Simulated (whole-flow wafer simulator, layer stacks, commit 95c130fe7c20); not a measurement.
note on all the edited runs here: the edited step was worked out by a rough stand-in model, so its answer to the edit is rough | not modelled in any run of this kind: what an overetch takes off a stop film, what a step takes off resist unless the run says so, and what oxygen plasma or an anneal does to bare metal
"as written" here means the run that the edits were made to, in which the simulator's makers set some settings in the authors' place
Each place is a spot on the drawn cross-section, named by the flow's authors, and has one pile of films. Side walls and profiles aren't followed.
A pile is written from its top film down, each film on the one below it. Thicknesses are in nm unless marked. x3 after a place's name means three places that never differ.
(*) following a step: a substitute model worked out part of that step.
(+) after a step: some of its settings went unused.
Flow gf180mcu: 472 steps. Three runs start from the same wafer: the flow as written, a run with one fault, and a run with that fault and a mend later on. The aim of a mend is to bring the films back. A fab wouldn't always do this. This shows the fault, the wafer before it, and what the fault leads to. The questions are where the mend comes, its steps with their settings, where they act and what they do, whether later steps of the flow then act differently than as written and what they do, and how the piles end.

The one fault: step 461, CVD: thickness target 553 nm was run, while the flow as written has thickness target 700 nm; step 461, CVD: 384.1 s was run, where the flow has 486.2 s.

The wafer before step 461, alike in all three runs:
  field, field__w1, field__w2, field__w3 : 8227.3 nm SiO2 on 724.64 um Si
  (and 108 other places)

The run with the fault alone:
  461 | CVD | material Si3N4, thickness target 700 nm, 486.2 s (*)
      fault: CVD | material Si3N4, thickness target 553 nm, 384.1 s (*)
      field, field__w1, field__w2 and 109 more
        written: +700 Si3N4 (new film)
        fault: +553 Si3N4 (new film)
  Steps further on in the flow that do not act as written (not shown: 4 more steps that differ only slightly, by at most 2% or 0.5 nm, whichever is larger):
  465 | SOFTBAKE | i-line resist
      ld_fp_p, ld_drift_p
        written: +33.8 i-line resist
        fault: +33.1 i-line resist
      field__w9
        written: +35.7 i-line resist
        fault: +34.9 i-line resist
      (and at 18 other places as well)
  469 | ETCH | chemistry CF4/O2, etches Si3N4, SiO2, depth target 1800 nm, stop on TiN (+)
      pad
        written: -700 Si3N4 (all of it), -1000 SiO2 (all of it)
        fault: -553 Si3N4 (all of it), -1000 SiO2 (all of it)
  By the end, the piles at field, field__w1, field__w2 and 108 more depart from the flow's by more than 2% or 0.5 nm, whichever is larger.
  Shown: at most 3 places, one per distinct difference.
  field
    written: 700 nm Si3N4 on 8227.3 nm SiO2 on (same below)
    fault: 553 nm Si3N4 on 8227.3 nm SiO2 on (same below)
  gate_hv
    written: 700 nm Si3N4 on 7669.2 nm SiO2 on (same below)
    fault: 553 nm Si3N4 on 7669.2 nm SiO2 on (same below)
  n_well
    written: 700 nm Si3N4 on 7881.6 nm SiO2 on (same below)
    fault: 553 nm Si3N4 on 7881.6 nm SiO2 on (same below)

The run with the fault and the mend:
  The mend stands after step 468.
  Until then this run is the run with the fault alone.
  468a | STRIP | chemistry O2/N2, power 2160 W, pressure 1700 mTorr (*)
      iso_ptap_pw, iso_ntap_nw, iso_nw_fld and 33 more
        -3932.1 i-line resist (all of it)
      p_well, sti, spacer, sd_n, mim_1p0, dice_street
        -3938.2 i-line resist (all of it)
      n_well, sd_p, gate_p, nw_enc_fld_lv__w3
        -3976.4 i-line resist (all of it)
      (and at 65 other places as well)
  468b | CVD | material Si3N4, thickness target 147 nm, 102.1 s (*) (the flow's step 461, run once more with other settings)
      field, field__w1, field__w2 and 109 more
        +147.1 Si3N4
  468c | HMDS | 120 C, 60 s (the flow's step 463, run once more)
      alters no film at any place that is followed
  468d | COAT | i-line resist, thickness 4000 nm (*) (the flow's step 464, run once more)
      iso_ptap_pw, iso_ntap_nw, iso_nw_fld and 33 more
        +4000 i-line resist (new film)
      field__w9, field__w13, sd_p_hv, gate_p_hv, nplus_u, npoly_u
        +4017 i-line resist (new film)
      p_well, sti, spacer, sd_n, mim_1p0, dice_street
        +4006.3 i-line resist (new film)
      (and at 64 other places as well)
  468e | SOFTBAKE | i-line resist (the flow's step 465, run once more)
      ld_acc_p, ld_fp_p, ld_drift_p
        +33.8 i-line resist
      field__w2, field_sub__w4
        +33.4 i-line resist
      field__w11, field__w13
        +37.6 i-line resist
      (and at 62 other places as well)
  468f | EXPOSE | photomask Pad (the flow's step 466, run once more)
      alters no film at any place that is followed
  468g | PEB | i-line resist, 115 C, 93.9 s (the flow's step 467, run once more)
      iso_ptap_pw, iso_ntap_nw, iso_nw_fld and 33 more
        -67.9 i-line resist
      field, field__w2, field__w3 and 25 more
        -68.8 i-line resist
      field_sub, field_sub__w1, field_sub__w2 and 23 more
        -68.7 i-line resist
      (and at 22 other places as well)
  468h | DEVELOP | thickness 4000 nm (*) (the flow's step 468, run once more)
      field__w5, field__w7, field__w13 and 13 more
        -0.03 i-line resist
      pad
        -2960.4 i-line resist (all of it)
  None of the later steps of the flow differs from how it acts as written, at any place that is followed, by more than 2% or 0.5 nm, whichever is larger.
  The piles end only slightly different from the flow's at the places that both follow, by no more than 2% or 0.5 nm, whichever is larger.
